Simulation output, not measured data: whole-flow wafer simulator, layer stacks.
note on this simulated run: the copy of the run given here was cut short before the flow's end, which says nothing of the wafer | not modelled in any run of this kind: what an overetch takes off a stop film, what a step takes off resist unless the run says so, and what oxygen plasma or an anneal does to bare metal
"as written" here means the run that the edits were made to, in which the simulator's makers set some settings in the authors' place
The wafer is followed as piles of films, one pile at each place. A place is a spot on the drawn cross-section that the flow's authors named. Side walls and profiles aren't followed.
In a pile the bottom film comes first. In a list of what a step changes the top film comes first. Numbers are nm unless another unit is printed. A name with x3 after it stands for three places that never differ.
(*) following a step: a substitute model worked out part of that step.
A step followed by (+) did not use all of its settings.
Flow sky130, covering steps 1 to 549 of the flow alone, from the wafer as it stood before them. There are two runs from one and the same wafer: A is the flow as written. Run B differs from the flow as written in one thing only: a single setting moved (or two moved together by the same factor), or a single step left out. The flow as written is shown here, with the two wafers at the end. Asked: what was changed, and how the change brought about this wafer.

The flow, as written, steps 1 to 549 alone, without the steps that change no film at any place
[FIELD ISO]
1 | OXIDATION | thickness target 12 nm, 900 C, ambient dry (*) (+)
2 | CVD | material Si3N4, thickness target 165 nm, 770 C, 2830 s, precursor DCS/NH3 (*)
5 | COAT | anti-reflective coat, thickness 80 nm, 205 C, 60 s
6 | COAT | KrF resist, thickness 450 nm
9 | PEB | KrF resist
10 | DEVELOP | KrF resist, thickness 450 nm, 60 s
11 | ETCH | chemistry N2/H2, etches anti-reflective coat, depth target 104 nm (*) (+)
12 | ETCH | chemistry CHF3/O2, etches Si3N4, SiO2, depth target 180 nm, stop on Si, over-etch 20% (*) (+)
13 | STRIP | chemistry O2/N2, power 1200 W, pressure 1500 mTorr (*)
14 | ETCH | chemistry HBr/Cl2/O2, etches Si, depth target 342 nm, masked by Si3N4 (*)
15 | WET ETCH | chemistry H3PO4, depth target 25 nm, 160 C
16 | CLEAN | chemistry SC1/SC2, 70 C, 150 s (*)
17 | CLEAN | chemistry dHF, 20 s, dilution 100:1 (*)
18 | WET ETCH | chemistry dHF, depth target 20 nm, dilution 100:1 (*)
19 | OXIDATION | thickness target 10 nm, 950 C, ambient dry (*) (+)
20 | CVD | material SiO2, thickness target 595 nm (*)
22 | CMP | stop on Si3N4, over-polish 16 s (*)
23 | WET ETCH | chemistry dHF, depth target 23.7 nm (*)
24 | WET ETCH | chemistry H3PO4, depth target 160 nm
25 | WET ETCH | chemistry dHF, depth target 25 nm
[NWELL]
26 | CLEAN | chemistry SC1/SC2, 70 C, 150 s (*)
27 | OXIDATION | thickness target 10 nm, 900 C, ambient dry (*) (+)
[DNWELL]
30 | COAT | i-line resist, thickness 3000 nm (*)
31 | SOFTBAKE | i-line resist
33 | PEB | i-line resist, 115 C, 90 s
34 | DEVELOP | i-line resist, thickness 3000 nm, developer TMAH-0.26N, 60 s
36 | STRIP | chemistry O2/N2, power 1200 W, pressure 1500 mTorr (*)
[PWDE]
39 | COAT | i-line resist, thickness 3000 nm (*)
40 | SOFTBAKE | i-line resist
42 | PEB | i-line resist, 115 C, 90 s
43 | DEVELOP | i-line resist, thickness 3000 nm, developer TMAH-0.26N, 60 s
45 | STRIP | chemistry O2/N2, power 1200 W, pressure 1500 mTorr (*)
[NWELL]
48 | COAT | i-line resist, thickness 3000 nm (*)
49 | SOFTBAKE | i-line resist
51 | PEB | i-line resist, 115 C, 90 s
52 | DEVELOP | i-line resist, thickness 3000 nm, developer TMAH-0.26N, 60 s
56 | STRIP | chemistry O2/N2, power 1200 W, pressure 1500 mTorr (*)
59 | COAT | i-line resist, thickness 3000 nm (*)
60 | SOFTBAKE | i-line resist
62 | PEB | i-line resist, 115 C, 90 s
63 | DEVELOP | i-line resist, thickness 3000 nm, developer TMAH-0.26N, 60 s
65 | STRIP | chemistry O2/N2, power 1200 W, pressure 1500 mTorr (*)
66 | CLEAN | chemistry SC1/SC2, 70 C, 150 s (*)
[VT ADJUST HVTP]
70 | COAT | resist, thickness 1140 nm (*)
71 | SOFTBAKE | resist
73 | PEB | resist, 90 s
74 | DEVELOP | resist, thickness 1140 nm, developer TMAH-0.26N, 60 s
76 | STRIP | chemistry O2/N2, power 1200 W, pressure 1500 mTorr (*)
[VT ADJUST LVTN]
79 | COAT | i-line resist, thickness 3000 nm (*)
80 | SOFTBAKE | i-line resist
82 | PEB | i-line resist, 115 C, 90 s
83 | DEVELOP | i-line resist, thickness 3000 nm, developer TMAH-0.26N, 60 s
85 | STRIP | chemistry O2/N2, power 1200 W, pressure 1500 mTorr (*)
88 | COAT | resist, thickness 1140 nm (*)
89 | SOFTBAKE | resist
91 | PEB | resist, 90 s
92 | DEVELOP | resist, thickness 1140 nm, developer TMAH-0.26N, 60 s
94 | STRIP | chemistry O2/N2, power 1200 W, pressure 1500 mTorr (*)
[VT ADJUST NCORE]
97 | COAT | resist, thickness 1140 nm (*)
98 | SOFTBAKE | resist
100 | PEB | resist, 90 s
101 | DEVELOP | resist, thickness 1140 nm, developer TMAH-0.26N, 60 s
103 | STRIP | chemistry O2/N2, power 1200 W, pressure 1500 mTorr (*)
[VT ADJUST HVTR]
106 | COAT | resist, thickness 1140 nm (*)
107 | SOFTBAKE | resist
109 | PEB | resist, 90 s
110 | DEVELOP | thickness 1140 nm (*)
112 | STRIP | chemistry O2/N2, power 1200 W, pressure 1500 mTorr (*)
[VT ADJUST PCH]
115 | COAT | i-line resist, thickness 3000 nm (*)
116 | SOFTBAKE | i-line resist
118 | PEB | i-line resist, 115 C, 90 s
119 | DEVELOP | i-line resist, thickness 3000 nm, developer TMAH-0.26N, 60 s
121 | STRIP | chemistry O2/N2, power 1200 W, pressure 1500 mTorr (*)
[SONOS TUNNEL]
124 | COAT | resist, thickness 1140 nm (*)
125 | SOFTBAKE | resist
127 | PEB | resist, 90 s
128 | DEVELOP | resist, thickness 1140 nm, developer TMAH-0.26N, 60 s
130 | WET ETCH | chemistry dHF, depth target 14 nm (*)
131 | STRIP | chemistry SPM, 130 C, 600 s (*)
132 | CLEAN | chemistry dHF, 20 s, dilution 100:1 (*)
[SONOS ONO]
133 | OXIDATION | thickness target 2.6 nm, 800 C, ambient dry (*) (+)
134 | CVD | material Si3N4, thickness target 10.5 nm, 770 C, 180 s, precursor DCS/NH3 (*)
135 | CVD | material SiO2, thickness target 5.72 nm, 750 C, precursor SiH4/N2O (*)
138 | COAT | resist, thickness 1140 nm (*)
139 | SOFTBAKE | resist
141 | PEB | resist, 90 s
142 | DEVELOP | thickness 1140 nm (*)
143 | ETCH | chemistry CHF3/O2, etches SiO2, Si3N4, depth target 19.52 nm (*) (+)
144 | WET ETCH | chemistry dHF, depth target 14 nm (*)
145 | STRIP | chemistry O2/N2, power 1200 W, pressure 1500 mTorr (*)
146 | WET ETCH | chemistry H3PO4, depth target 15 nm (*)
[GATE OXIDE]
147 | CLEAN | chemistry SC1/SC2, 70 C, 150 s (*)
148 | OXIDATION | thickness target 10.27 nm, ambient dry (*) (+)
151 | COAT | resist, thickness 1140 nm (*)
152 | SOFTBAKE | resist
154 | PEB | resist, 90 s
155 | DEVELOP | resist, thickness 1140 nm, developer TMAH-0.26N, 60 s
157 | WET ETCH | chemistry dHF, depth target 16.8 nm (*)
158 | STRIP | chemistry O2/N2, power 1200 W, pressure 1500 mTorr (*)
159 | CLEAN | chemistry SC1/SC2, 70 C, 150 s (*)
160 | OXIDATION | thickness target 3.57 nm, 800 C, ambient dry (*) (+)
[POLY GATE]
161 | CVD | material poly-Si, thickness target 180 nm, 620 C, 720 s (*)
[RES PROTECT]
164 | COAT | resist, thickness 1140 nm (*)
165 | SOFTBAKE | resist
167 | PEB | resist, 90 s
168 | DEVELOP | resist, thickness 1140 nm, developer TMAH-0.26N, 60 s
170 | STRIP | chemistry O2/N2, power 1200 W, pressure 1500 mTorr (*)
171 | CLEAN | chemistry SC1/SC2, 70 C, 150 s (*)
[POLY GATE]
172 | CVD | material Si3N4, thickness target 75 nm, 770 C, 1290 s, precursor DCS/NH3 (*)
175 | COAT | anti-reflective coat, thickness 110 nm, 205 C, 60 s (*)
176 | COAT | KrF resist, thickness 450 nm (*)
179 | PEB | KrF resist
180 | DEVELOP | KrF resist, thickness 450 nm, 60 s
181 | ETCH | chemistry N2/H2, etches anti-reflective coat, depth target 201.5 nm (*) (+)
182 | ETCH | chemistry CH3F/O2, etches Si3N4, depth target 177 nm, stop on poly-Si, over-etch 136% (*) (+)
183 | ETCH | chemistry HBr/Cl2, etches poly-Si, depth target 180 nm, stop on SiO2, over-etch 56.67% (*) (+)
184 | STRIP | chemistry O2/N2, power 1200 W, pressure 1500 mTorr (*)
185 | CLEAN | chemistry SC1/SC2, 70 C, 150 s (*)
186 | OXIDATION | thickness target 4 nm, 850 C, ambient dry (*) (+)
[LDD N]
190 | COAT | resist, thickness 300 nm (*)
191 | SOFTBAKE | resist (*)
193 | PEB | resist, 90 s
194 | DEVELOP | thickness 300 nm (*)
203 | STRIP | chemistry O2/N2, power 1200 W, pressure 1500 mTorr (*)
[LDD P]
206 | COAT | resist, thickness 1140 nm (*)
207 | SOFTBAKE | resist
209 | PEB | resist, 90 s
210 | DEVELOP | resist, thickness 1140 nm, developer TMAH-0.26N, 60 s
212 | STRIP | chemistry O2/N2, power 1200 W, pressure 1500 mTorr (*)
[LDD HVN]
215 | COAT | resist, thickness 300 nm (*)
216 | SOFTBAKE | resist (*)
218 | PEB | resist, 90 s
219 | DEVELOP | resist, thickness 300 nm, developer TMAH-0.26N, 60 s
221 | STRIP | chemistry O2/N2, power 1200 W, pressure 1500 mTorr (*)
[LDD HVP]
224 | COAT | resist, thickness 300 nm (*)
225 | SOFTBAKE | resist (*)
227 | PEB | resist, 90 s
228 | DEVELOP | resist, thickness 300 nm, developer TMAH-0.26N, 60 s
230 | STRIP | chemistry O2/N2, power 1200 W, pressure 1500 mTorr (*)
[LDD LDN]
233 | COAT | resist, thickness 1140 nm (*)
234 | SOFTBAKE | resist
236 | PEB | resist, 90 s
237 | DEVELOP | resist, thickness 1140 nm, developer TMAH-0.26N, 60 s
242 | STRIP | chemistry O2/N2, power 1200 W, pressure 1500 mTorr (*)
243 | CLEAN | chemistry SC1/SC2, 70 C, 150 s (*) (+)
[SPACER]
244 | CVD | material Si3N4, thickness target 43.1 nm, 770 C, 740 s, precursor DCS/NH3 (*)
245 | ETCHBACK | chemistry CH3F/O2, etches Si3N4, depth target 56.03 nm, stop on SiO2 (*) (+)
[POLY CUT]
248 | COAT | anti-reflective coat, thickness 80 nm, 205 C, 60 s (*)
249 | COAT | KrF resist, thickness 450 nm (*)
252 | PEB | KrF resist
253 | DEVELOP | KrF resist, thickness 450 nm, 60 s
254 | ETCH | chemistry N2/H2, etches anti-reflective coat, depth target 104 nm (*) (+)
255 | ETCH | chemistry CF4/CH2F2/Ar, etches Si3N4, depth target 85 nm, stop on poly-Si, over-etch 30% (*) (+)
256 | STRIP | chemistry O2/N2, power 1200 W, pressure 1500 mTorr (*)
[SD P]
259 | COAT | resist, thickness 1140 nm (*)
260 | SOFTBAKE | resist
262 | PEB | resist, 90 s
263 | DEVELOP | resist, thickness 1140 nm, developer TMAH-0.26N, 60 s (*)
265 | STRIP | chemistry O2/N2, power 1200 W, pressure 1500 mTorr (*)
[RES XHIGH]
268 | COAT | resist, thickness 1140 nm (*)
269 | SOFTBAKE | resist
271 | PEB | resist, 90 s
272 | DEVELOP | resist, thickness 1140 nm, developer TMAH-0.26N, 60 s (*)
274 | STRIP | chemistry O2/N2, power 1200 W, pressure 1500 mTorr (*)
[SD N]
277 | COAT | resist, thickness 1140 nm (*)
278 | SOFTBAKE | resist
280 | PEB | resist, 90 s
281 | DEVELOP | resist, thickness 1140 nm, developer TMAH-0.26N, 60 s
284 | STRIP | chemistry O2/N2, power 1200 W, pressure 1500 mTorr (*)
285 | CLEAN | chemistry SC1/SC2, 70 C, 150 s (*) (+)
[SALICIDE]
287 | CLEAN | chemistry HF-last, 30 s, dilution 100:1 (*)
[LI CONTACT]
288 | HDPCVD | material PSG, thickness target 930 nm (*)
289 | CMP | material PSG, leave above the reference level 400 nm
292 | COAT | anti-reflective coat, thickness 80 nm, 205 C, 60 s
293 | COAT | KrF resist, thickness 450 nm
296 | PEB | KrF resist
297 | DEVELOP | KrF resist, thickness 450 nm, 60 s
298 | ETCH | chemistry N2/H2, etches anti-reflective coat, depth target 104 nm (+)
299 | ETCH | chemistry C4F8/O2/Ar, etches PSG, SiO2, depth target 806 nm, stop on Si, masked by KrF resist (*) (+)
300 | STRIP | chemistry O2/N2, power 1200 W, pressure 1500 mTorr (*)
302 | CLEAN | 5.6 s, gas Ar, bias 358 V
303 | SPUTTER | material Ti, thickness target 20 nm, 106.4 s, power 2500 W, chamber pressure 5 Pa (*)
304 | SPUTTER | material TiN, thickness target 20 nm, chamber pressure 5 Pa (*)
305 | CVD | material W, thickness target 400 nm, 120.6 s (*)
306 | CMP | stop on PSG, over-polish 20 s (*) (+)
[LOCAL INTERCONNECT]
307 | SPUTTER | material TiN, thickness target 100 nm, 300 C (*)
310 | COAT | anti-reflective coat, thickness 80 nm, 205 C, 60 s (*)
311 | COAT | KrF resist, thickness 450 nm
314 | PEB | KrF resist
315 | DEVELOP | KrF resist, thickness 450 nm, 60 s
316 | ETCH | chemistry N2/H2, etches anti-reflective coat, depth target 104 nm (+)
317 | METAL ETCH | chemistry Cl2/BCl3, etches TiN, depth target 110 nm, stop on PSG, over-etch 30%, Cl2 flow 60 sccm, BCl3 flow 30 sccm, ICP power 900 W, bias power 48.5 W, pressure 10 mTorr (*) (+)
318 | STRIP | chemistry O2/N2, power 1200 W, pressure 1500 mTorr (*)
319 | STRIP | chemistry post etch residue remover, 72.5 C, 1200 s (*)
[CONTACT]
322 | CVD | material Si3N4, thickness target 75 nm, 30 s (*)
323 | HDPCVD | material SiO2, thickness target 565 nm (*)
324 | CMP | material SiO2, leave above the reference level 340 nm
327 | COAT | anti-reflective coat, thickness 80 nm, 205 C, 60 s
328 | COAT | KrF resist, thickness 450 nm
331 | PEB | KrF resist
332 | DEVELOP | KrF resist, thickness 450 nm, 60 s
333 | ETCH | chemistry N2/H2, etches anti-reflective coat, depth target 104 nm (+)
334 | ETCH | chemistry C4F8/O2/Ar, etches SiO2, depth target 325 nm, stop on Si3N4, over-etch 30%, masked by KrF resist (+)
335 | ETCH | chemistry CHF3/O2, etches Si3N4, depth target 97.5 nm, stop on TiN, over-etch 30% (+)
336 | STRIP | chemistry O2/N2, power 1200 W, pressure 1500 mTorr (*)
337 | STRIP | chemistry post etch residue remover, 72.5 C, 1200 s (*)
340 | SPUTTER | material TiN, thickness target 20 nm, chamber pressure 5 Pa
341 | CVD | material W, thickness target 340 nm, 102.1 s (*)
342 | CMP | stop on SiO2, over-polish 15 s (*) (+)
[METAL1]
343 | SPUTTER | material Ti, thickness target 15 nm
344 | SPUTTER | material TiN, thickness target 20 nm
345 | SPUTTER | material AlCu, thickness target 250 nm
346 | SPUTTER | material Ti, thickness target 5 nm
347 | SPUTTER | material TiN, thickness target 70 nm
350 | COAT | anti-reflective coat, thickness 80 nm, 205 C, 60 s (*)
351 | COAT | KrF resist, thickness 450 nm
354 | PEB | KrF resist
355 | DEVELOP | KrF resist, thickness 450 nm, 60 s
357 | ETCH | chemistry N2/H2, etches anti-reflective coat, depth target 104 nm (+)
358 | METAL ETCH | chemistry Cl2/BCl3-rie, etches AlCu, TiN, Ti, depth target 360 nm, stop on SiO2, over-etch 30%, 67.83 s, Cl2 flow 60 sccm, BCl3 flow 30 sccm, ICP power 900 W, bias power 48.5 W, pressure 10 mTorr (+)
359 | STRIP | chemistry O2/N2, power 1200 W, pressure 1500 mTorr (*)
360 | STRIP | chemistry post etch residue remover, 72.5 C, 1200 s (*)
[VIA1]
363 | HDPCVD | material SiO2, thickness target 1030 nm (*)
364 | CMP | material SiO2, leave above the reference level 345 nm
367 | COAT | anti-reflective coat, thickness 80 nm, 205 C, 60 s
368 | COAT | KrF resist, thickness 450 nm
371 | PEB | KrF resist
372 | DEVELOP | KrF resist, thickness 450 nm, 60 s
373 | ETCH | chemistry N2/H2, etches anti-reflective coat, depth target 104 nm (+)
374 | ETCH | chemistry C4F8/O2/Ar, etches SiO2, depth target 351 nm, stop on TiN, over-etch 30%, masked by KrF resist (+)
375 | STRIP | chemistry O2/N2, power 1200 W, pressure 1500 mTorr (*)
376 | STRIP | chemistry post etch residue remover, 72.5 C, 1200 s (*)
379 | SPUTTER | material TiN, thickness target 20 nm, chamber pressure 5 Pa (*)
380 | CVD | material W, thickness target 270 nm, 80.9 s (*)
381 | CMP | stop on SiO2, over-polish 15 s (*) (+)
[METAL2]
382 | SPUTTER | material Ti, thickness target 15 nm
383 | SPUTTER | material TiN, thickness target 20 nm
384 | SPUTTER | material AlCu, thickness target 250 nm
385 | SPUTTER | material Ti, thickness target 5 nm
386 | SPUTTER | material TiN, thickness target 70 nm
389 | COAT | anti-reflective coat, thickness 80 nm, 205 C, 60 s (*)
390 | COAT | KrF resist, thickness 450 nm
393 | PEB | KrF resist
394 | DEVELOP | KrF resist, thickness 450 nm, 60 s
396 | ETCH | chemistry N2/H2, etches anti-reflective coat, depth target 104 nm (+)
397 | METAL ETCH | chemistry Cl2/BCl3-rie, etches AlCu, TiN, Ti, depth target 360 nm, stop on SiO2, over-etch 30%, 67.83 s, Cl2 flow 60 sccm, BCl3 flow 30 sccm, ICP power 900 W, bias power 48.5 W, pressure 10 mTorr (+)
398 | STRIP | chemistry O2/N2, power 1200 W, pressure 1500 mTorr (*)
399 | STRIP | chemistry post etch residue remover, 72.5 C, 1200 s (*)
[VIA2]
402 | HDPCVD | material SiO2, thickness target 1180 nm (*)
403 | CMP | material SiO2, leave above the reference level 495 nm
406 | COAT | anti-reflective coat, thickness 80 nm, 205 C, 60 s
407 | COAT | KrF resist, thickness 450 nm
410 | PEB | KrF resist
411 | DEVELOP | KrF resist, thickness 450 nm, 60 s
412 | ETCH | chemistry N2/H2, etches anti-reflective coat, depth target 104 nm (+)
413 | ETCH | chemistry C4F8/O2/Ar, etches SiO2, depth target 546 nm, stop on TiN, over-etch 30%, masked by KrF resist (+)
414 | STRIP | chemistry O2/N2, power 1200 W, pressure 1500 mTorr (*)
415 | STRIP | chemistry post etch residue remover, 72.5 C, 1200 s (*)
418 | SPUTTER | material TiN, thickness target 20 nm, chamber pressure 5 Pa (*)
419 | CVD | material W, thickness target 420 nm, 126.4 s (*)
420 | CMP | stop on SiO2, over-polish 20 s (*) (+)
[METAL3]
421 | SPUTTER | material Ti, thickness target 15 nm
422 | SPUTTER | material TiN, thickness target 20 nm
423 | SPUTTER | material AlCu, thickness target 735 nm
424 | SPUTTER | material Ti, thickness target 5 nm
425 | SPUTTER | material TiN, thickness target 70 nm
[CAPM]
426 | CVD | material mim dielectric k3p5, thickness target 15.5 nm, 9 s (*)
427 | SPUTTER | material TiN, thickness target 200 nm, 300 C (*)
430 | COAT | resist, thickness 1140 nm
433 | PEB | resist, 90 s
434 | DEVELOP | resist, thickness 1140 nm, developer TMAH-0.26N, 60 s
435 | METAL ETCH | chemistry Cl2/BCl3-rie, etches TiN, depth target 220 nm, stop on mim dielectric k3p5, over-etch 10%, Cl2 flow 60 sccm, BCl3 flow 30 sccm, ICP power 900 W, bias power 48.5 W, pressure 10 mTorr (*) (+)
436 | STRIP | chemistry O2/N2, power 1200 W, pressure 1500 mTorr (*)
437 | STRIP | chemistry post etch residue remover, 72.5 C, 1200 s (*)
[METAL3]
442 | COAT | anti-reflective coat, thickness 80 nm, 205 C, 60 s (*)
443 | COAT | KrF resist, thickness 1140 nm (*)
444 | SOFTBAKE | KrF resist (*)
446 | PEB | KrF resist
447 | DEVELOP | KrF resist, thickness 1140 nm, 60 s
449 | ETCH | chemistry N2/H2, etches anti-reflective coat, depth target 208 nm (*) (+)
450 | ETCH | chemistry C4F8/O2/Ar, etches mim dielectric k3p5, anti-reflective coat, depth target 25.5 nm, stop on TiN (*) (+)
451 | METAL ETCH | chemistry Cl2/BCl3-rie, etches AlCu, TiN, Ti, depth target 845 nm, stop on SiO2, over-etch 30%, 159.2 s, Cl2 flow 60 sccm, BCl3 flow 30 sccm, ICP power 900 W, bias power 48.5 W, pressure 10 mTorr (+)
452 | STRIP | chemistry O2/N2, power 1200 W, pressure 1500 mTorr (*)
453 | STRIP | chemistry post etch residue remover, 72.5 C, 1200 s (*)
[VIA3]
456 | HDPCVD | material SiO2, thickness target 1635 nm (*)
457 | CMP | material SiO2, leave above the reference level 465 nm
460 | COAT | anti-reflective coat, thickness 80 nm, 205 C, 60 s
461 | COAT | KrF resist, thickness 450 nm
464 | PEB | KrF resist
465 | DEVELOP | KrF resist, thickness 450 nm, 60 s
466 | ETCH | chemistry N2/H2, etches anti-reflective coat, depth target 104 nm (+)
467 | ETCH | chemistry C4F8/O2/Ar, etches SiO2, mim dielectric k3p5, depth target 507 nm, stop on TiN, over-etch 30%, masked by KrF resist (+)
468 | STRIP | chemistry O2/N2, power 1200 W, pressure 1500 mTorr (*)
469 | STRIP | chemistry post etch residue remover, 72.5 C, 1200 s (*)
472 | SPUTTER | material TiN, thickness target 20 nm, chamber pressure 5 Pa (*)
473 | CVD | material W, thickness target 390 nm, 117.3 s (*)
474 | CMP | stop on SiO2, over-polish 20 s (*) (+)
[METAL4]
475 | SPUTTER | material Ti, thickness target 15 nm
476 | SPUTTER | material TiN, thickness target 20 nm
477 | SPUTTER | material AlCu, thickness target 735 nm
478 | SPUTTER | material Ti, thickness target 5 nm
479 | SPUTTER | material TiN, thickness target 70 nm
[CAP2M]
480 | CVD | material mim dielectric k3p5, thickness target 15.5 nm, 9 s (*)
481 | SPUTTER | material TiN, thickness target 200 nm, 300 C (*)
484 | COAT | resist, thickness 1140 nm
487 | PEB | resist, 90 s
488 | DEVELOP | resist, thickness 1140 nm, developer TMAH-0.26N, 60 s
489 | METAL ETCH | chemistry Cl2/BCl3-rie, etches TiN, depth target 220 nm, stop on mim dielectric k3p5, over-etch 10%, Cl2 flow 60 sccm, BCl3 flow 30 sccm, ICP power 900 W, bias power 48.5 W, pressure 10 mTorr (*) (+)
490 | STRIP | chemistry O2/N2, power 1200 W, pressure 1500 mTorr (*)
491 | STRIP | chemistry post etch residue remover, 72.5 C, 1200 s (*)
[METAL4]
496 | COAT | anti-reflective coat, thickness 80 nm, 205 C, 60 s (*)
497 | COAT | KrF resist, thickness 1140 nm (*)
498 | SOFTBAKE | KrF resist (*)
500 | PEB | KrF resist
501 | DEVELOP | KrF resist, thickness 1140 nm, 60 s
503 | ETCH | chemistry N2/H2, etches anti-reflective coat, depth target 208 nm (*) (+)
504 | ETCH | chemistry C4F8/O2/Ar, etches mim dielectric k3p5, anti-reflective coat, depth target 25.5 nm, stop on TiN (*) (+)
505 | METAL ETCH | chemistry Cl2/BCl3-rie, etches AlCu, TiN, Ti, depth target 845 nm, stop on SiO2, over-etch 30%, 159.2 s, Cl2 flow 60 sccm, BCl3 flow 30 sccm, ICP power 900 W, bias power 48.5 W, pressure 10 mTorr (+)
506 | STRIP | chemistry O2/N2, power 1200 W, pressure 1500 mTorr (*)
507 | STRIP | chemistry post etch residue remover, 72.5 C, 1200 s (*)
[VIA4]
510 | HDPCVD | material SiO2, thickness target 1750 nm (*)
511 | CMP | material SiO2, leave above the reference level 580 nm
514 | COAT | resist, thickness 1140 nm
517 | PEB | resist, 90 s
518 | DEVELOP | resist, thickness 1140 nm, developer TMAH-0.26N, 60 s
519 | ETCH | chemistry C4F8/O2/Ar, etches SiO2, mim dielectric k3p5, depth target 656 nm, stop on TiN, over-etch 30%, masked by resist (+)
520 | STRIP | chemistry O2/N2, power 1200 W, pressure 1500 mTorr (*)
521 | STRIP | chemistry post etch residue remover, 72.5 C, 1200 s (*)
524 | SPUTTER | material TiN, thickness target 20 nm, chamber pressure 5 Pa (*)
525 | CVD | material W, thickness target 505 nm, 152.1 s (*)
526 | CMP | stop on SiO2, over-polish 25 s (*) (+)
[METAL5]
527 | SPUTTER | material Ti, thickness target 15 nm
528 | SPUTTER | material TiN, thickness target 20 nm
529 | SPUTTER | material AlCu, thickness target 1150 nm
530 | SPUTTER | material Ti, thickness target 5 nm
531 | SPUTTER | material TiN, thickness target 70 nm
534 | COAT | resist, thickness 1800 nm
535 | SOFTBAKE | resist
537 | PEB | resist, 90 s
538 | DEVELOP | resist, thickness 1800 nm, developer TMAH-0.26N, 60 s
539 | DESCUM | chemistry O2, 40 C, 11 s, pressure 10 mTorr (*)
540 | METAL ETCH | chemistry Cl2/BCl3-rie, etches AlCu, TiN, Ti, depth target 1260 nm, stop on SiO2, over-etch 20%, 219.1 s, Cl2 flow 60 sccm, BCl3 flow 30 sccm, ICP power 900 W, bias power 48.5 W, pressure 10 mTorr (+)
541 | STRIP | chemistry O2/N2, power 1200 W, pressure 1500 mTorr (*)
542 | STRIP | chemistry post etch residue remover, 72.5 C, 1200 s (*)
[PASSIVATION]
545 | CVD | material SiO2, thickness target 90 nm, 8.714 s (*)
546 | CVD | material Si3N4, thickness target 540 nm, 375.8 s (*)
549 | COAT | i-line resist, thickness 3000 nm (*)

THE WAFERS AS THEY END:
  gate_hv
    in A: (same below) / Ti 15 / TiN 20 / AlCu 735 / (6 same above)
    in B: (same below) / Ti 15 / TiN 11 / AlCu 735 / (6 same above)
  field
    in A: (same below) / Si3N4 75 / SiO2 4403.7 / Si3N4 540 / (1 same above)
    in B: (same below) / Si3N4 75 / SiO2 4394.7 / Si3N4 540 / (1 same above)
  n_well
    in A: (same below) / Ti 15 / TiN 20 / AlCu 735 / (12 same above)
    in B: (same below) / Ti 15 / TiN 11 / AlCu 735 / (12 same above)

What caused this: step 476, SPUTTER: thickness target 11 nm was run, while the flow as written has thickness target 20 nm.
The wafer lets one read it off: gate_hv has TiN 11, and step 476 as written asks for 20 nm.

The path from the change to this, step by step:
  476 | SPUTTER | material TiN, thickness target 20 nm
      field, active, n_well and 189 more: A +20 TiN (new film) | B +11 TiN (new film)
  505 | METAL ETCH | chemistry Cl2/BCl3-rie, etches AlCu, TiN, Ti, depth target 845 nm, stop on SiO2, over-etch 30%, 159.2 s, Cl2 flow 60 sccm, BCl3 flow 30 sccm, ICP power 900 W, bias power 48.5 W, pressure 10 mTorr (+)
      field, active, gate and 70 more: A -70 TiN (all of it), -5 Ti (all of it), -735 AlCu (all of it), -20 TiN (all of it), -15 Ti (all of it), -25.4 SiO2 | B -70 TiN (all of it), -5 Ti (all of it), -735 AlCu (all of it), -11 TiN (all of it), -15 Ti (all of it), -26.2 SiO2
      vpp_iso1, mim_edge_plate, m1_ln and 12 more: A -70 TiN (all of it), -5 Ti (all of it), -735 AlCu (all of it), -20 TiN (all of it), -15 Ti (all of it), -25.3 SiO2 | B -70 TiN (all of it), -5 Ti (all of it), -735 AlCu (all of it), -11 TiN (all of it), -15 Ti (all of it), -26.2 SiO2
  511 | CMP | material SiO2, leave above the reference level 580 nm
      field, active, gate and 75 more: A -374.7 SiO2 | B -382.8 SiO2
      iso_guard__w1, mim_edge_gap, vpp_l1ln and 6 more: A -374.6 SiO2 | B -382.8 SiO2
      (as well as at 1 more place)
